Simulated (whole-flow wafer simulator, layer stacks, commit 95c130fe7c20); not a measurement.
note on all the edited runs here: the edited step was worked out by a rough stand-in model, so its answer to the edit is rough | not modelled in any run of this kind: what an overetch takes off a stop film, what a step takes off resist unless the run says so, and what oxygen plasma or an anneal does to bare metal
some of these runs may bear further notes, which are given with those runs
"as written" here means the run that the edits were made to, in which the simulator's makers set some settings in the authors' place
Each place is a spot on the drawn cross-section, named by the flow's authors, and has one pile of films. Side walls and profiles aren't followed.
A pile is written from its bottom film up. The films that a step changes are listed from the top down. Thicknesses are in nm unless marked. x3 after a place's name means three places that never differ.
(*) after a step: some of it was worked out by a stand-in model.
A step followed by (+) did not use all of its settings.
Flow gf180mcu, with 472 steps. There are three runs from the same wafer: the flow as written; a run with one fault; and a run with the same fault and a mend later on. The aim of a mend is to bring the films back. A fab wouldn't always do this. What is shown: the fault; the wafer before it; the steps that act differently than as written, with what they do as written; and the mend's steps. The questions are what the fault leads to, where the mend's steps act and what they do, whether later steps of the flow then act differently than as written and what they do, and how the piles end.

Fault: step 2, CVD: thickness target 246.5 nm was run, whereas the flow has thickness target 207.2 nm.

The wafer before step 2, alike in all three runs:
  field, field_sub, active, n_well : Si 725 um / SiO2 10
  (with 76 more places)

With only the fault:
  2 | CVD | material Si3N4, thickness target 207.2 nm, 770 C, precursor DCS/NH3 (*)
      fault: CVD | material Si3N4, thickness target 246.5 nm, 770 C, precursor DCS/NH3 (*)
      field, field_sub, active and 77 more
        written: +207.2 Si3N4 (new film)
        fault: +246.5 Si3N4 (new film)
  Steps later in the flow that act otherwise than as written (87 other steps are not shown; they differ only slightly, by no more than 2% or 0.5 nm, whichever is larger):
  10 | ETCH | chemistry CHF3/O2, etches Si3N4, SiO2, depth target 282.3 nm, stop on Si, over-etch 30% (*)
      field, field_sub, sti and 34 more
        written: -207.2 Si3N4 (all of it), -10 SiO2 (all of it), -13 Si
        fault: -246.5 Si3N4 (all of it), -10 SiO2 (all of it), -5.16 Si
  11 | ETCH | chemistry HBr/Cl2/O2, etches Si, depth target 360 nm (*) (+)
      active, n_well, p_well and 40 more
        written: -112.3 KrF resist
        fault: -114.9 KrF resist
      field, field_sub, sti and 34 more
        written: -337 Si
        fault: -344.8 Si
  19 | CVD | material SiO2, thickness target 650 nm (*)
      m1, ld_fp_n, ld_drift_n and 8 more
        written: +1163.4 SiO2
        fault: +1202.7 SiO2
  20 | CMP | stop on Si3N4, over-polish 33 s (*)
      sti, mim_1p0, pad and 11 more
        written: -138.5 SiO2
        fault: -99.1 SiO2
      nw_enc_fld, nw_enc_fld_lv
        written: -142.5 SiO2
        fault: -103.1 SiO2
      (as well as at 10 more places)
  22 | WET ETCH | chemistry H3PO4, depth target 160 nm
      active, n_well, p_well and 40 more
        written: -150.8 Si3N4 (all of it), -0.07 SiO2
        fault: -160.1 Si3N4
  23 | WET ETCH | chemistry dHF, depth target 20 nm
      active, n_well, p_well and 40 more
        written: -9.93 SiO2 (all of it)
        fault: -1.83 Si3N4
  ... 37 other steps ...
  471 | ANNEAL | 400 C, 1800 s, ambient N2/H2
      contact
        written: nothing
        fault: under 49 films: +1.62 void (new film), -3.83 Ti, +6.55 TiSi first (new film), -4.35 Si
  At field__w8, active, n_well and 56 more, the piles at the end differ from the flow's by more than 2% or 0.5 nm, whichever is larger.
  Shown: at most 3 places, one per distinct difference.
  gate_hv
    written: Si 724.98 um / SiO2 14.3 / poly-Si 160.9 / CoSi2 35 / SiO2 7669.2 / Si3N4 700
    fault: Si 725 um / SiO2 10 / Si3N4 25.2 / poly-Si 160.9 / CoSi2 35 / SiO2 7682.3 / Si3N4 700
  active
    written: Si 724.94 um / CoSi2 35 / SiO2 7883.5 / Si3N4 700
    fault: Si 725 um / SiO2 10 / Si3N4 20 / SiO2 7883.4 / Si3N4 700
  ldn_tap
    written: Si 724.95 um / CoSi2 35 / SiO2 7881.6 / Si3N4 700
    fault: Si 725 um / SiO2 10 / Si3N4 21.4 / SiO2 7881.9 / Si3N4 700

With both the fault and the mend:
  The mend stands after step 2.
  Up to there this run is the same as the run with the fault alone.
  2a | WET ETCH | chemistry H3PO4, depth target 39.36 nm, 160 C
      field, field_sub, active and 77 more
        -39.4 Si3N4
  None of the later steps of the flow differs from how it acts as written, at any place that is followed, by more than 2% or 0.5 nm, whichever is larger.
  At every place that both follow, the piles at the end match the flow's.
